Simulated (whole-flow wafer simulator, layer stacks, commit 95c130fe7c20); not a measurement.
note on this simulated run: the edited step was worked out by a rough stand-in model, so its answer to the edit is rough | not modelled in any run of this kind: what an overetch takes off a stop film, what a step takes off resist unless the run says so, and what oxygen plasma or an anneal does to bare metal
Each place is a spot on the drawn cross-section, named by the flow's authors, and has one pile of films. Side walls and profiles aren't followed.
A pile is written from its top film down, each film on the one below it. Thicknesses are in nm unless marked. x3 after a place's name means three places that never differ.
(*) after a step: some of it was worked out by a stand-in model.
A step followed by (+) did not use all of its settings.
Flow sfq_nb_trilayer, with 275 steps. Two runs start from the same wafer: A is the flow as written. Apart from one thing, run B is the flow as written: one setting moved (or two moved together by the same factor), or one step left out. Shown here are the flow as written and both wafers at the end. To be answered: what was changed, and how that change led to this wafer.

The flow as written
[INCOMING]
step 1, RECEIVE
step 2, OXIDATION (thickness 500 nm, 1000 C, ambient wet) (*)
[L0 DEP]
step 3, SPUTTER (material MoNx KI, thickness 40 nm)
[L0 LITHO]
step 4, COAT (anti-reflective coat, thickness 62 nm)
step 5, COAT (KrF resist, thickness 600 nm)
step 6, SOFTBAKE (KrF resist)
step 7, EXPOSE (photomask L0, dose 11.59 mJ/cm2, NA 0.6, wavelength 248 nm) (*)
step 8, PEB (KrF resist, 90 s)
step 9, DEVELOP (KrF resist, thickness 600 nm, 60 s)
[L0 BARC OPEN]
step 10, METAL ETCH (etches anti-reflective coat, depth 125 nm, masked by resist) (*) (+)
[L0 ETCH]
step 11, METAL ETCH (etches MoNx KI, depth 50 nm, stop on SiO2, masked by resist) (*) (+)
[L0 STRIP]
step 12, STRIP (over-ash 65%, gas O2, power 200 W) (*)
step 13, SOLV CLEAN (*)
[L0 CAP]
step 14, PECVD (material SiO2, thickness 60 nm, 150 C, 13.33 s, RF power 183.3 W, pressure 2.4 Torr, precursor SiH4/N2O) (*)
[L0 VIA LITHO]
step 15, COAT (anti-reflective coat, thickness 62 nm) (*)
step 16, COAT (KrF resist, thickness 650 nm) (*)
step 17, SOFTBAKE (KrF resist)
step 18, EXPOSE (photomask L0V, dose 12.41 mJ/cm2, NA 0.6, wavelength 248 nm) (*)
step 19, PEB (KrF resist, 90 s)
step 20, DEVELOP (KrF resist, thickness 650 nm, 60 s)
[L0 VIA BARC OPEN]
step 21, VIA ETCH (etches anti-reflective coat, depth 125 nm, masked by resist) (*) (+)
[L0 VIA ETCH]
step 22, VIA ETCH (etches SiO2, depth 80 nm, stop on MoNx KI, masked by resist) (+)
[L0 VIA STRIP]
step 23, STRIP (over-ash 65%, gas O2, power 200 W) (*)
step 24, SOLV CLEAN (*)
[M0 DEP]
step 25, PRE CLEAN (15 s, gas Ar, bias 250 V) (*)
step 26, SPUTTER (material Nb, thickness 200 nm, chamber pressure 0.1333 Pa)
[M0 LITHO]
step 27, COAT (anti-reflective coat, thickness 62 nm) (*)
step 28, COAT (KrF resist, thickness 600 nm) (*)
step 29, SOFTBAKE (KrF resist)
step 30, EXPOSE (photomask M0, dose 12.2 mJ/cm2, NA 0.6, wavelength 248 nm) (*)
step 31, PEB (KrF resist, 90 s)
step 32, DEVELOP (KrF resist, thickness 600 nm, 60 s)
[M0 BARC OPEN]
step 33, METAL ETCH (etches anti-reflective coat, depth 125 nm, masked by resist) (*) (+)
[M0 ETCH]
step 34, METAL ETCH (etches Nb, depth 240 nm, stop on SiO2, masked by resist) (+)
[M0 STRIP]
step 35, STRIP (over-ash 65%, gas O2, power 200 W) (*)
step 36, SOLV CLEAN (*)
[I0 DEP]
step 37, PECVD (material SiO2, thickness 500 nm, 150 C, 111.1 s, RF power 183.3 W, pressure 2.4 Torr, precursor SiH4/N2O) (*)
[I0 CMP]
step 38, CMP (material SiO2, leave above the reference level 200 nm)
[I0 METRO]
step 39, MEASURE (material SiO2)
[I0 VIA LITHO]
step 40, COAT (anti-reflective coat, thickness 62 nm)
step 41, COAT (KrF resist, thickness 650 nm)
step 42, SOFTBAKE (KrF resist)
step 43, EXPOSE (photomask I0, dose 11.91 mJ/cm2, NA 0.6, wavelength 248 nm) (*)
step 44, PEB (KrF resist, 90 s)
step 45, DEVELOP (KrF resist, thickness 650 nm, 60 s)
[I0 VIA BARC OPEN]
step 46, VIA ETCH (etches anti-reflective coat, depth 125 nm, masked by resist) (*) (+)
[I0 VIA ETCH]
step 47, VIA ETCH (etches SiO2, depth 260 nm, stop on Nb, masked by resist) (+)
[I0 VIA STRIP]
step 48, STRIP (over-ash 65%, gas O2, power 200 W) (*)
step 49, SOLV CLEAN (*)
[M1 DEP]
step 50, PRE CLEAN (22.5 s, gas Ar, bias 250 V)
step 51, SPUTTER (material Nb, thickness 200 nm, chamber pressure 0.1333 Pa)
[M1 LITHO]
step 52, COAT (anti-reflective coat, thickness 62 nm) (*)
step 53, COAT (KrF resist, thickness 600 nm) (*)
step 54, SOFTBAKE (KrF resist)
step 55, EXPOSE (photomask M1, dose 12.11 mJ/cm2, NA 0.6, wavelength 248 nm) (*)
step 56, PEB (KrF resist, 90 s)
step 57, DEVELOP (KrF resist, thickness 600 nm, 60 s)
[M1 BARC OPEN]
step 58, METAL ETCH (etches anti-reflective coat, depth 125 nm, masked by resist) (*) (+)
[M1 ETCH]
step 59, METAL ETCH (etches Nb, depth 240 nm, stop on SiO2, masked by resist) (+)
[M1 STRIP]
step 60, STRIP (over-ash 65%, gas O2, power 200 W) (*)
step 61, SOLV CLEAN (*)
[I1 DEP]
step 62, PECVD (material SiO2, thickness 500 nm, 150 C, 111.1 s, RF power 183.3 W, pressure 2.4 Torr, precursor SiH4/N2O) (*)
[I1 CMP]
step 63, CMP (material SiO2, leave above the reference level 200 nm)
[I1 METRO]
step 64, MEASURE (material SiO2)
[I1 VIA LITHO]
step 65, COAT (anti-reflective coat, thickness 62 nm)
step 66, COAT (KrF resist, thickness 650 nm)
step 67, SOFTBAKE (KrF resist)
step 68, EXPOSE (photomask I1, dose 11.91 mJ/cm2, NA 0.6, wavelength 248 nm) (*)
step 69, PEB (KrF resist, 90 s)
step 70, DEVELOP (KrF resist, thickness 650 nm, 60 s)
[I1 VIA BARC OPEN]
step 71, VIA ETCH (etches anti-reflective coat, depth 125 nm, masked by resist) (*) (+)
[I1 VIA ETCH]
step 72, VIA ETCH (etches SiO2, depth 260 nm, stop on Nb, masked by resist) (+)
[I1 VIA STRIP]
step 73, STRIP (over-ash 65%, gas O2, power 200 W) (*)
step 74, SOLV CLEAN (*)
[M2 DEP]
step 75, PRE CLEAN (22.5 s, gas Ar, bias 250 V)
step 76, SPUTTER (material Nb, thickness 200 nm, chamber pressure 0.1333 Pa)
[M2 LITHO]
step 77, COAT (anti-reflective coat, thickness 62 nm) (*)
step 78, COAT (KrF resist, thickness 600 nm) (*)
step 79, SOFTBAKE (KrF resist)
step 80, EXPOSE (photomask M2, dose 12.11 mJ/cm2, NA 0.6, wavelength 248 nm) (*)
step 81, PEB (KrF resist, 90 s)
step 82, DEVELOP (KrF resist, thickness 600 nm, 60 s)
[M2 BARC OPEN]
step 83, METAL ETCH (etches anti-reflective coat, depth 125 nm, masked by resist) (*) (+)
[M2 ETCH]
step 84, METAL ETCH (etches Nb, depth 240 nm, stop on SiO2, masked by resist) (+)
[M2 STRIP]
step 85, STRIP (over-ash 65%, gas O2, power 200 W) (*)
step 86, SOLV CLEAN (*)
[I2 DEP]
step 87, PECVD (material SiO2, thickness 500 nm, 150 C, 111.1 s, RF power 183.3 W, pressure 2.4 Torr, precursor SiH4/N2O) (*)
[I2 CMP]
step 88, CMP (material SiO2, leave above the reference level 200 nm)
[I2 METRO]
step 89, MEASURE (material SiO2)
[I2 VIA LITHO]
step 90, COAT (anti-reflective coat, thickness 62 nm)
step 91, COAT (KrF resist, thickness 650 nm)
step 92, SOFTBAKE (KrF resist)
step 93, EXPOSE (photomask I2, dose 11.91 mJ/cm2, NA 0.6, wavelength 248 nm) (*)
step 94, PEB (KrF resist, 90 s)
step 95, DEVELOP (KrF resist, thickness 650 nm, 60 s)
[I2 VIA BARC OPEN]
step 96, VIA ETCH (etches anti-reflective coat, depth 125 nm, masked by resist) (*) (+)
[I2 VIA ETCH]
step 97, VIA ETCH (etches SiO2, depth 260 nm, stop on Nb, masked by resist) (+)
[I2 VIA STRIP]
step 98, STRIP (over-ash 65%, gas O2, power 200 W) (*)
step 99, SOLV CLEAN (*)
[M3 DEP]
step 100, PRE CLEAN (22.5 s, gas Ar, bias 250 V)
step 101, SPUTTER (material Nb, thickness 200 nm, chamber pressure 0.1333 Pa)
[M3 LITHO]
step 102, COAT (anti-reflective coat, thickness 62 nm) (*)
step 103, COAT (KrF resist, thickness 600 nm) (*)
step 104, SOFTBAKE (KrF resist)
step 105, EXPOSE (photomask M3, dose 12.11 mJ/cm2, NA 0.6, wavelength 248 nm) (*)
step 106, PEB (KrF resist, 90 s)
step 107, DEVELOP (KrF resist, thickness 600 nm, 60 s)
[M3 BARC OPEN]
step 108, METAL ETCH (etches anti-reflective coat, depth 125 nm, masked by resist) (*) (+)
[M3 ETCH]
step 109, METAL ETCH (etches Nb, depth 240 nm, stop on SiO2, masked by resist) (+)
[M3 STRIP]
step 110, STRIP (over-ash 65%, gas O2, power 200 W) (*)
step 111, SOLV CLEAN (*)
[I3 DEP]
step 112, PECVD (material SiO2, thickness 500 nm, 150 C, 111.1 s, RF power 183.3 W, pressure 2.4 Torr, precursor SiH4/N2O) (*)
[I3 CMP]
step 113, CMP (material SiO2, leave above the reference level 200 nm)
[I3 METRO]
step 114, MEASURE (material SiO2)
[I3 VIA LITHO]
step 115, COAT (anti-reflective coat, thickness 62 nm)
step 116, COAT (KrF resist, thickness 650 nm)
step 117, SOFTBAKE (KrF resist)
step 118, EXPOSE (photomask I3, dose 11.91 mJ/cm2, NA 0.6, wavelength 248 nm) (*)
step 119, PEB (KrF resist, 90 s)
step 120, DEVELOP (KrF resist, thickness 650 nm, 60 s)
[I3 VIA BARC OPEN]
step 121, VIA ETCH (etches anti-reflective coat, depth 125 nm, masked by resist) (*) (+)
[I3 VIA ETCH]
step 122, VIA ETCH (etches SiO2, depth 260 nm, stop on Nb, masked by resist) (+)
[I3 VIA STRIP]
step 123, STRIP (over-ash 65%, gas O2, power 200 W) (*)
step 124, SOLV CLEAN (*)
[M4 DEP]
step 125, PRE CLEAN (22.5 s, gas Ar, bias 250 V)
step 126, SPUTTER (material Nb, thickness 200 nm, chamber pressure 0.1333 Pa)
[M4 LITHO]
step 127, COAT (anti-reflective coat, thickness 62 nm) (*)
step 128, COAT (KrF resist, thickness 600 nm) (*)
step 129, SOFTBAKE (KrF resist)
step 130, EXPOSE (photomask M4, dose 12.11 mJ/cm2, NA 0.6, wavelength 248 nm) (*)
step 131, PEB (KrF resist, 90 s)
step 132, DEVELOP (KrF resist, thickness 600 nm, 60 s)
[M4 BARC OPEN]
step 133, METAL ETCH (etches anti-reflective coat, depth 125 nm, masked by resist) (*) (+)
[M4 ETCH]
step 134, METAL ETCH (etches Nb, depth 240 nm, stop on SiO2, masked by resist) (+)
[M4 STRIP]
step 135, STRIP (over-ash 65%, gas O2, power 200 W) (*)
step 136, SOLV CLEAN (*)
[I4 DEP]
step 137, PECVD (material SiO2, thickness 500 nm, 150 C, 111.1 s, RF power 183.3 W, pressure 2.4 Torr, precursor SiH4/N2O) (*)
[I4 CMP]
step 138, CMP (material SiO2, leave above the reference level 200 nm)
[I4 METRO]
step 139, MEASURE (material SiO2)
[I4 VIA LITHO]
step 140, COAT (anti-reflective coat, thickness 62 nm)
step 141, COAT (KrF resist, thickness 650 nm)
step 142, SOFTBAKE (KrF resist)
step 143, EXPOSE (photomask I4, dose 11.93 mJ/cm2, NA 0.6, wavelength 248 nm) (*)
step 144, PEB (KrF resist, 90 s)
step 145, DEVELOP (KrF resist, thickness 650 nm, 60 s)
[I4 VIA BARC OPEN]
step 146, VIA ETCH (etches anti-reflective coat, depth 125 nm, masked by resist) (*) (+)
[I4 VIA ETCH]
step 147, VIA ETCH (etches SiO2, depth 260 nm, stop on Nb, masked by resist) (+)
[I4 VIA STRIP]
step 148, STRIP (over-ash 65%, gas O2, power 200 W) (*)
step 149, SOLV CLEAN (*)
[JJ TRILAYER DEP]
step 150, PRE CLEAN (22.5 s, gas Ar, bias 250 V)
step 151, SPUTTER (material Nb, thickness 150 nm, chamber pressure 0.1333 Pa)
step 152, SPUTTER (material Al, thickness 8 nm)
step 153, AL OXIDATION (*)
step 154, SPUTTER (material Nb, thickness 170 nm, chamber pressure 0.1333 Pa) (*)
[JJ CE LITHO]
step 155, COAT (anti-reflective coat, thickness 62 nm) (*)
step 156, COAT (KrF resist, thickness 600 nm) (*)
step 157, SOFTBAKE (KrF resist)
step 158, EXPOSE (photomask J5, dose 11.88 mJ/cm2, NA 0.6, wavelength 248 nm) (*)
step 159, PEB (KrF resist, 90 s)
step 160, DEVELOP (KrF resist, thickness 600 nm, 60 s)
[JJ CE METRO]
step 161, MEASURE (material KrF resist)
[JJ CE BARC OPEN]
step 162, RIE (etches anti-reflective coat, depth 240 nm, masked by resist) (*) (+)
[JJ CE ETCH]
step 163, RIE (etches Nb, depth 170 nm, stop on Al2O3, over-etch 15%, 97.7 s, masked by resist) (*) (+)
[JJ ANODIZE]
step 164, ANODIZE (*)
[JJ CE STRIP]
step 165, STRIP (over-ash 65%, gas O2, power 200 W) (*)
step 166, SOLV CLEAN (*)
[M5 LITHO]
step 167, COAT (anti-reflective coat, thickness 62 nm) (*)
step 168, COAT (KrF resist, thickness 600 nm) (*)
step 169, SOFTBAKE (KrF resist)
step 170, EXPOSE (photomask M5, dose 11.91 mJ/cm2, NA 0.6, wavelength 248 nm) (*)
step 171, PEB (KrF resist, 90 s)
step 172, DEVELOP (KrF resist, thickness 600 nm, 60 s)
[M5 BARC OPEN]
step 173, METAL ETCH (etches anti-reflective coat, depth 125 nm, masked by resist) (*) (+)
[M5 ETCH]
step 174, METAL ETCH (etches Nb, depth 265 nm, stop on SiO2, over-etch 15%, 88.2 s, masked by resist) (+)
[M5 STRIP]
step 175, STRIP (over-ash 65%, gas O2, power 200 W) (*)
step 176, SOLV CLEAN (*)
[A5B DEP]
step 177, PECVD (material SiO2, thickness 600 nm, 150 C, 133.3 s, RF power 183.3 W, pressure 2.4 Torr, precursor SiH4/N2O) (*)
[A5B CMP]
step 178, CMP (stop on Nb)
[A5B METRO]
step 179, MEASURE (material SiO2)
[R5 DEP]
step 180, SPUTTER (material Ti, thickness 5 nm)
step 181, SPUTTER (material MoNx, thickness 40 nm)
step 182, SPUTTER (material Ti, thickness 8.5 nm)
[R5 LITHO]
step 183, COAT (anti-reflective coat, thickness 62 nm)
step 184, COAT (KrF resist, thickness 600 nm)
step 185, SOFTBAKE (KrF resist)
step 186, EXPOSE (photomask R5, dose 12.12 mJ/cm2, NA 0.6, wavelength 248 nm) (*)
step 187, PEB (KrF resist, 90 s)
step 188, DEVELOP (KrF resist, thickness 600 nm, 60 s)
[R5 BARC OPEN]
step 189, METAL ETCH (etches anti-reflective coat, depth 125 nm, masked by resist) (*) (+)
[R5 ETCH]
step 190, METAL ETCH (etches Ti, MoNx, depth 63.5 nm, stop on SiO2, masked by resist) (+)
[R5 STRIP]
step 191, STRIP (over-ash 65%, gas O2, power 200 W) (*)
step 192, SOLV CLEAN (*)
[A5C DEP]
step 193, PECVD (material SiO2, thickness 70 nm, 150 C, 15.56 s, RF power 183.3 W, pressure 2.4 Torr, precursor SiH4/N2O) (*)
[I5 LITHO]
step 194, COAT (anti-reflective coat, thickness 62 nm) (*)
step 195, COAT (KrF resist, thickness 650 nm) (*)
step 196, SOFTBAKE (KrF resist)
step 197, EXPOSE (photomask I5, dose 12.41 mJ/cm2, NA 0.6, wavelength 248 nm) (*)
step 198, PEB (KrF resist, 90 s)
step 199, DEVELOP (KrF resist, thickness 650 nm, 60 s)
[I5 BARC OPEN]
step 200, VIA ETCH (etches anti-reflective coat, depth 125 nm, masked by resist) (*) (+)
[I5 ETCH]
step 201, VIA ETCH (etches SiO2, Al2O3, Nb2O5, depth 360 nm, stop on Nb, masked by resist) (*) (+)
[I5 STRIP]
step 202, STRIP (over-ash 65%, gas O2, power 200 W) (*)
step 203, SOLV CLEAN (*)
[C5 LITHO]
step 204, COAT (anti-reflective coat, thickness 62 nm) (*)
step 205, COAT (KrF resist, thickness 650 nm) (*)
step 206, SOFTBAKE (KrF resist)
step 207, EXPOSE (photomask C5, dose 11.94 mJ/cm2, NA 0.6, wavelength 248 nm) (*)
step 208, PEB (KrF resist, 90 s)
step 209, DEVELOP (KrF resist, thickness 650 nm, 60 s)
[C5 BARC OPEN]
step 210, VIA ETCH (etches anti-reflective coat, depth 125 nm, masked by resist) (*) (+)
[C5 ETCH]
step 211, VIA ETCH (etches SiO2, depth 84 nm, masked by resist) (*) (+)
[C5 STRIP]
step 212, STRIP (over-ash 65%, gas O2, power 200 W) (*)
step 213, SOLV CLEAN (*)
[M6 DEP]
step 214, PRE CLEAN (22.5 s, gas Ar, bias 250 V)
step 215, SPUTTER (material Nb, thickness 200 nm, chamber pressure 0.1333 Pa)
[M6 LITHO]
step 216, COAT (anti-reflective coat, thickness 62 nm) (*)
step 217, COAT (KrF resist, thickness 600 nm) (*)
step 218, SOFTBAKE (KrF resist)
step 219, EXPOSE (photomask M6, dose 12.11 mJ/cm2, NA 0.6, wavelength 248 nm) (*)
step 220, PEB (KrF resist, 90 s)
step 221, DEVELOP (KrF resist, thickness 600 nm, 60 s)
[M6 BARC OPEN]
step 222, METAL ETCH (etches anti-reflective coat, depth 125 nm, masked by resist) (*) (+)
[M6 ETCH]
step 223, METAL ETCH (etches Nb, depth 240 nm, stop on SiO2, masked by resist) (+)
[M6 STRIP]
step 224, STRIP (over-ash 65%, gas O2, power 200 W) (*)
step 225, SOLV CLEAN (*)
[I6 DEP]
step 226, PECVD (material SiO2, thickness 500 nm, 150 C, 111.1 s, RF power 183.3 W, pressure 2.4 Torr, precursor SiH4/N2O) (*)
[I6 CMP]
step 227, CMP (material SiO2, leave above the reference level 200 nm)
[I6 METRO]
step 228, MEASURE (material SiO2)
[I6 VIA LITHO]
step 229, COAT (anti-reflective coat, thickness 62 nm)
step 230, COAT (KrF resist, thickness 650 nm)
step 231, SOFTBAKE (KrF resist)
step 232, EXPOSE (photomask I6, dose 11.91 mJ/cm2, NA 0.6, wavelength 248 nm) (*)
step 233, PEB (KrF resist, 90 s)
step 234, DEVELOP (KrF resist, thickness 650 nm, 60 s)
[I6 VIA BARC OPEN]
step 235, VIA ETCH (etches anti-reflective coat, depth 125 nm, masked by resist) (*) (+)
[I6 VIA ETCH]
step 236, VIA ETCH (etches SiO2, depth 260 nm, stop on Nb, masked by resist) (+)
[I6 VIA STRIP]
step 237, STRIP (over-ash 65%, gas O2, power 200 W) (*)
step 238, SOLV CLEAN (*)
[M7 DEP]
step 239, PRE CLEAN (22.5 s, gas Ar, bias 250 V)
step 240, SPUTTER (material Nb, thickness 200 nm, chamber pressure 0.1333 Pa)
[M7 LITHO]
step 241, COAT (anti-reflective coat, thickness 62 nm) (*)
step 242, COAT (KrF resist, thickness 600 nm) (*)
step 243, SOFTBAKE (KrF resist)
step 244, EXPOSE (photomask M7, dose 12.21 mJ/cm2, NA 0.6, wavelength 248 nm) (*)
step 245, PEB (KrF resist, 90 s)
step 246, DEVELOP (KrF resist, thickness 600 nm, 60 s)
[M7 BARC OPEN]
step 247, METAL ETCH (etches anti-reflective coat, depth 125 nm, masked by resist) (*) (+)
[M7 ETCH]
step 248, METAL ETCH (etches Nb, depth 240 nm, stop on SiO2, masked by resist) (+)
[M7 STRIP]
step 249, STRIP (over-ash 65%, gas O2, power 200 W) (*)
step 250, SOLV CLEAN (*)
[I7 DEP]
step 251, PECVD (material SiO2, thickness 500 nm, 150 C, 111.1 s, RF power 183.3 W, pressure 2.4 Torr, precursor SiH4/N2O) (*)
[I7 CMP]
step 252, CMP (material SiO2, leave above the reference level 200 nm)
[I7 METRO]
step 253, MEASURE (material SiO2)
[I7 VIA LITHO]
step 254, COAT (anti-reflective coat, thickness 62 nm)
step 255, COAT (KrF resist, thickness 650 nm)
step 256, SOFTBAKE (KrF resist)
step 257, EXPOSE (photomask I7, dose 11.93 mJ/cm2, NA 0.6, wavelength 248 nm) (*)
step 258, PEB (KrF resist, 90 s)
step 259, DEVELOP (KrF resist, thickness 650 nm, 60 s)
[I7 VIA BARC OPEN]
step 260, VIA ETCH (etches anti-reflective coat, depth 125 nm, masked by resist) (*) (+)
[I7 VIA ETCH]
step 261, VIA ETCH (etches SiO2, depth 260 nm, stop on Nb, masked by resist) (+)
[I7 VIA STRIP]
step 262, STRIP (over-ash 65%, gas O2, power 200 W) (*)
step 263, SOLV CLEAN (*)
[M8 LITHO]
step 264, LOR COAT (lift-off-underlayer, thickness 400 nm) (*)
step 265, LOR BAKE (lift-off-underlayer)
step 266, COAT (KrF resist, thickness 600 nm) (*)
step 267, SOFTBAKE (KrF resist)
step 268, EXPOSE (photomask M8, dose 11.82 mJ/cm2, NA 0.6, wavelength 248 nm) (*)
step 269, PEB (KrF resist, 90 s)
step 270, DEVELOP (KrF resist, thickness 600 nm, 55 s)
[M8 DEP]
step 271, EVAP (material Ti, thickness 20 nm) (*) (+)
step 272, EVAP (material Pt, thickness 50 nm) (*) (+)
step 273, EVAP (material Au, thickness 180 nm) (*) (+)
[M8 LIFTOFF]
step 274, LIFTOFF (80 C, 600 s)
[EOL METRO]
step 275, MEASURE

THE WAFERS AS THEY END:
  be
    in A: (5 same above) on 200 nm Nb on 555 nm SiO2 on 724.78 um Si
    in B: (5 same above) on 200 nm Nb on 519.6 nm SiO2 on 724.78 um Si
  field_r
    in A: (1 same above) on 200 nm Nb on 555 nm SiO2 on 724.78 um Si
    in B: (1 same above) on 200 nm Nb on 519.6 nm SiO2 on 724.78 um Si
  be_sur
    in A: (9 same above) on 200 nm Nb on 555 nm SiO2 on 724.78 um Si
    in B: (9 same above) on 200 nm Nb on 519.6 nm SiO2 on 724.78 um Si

The reason: step 14, PECVD: thickness 24.6 nm was run, though the flow has thickness 60 nm; step 14, PECVD: 5.467 s was run, where the flow has 13.33 s.

How this came from the change, step by step:
  step 14, PECVD (material SiO2, thickness 60 nm, 150 C, 13.33 s, RF power 183.3 W, pressure 2.4 Torr, precursor SiH4/N2O) (*)
      v_sur, via_wl, via_w and 97 more: A +60 SiO2 | B +24.6 SiO2
      field_l, l0_sur, l0v, l0r_line_l, l0r_line_c, l0r_line_r: A +60 SiO2 (new film) | B +24.6 SiO2 (new film)
  step 22, VIA ETCH (etches SiO2, depth 80 nm, stop on MoNx KI, masked by resist) (+)
      field_l, v_sur, via_wl and 102 more: A -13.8 KrF resist | B -6.32 KrF resist
      l0v: A -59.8 SiO2 (all of it) | B -24.4 SiO2 (all of it)
  step 26, SPUTTER (material Nb, thickness 200 nm, chamber pressure 0.1333 Pa)
      l0v: A +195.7 Nb (new film) | B +200 Nb (new film)
  step 27, COAT (anti-reflective coat, thickness 62 nm) (*)
      l0_sur: A +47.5 anti-reflective coat (new film) | B +51.4 anti-reflective coat (new film)
      l0v: A +78 anti-reflective coat (new film) | B +67.2 anti-reflective coat (new film)
  step 28, COAT (KrF resist, thickness 600 nm) (*)
      l0v: A +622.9 KrF resist (new film) | B +602 KrF resist (new film)
  step 35, STRIP (over-ash 65%, gas O2, power 200 W) (*)
      l0_sur: A -372 KrF resist (all of it), -47.5 anti-reflective coat (all of it) | B -373.9 KrF resist (all of it), -51.4 anti-reflective coat (all of it)
      l0v: A -405.3 KrF resist (all of it), -78 anti-reflective coat (all of it) | B -384.4 KrF resist (all of it), -67.2 anti-reflective coat (all of it)
  step 38, CMP (material SiO2, leave above the reference level 200 nm)
      l0v: A -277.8 SiO2 | B -317.5 SiO2
